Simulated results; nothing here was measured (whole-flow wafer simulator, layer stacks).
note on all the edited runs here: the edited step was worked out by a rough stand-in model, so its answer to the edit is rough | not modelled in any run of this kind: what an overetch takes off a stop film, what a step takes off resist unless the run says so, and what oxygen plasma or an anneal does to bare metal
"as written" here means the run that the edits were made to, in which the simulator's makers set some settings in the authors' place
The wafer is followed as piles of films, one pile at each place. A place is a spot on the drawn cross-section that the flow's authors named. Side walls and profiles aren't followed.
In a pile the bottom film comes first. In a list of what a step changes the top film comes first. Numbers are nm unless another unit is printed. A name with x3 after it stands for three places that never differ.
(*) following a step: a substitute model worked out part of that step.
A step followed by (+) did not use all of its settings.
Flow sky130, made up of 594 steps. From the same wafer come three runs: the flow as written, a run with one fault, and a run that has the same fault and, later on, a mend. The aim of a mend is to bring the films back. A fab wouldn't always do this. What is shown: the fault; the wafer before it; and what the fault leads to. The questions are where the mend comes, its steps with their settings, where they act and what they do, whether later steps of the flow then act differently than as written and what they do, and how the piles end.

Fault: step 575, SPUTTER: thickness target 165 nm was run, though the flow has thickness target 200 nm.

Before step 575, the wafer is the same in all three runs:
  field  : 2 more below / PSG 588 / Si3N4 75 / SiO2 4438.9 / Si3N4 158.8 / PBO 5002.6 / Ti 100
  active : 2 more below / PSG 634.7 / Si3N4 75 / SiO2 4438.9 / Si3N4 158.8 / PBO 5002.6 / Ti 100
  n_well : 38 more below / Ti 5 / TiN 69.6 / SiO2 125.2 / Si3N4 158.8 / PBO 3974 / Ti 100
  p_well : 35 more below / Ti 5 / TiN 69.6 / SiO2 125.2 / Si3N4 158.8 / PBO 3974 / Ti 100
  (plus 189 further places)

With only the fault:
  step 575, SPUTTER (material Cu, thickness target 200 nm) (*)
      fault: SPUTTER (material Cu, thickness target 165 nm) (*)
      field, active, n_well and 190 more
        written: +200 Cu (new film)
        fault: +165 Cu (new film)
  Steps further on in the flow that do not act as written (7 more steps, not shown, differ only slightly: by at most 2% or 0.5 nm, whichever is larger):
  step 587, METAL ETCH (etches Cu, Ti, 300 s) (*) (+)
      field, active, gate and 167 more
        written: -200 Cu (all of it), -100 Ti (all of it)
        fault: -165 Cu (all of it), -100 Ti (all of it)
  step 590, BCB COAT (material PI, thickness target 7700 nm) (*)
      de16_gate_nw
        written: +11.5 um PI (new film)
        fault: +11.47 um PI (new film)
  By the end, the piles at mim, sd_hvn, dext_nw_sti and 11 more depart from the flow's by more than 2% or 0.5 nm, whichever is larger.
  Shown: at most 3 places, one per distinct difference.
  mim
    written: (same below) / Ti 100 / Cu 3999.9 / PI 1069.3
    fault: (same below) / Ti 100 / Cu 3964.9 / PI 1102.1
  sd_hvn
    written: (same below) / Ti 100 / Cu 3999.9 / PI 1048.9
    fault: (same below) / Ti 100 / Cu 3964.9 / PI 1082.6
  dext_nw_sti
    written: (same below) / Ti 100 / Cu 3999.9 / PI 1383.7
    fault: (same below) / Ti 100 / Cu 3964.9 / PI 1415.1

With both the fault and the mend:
  The mend follows step 575.
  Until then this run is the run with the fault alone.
  step 575a, SPUTTER (material Cu, thickness target 35 nm) (*) (a further turn of the flow's step 575, with different settings)
      field, active, n_well and 190 more
        +35 Cu
  Later steps of the flow that are run all act as written at every place that is followed.
  By the end, the piles equal the flow's at every place that both follow.
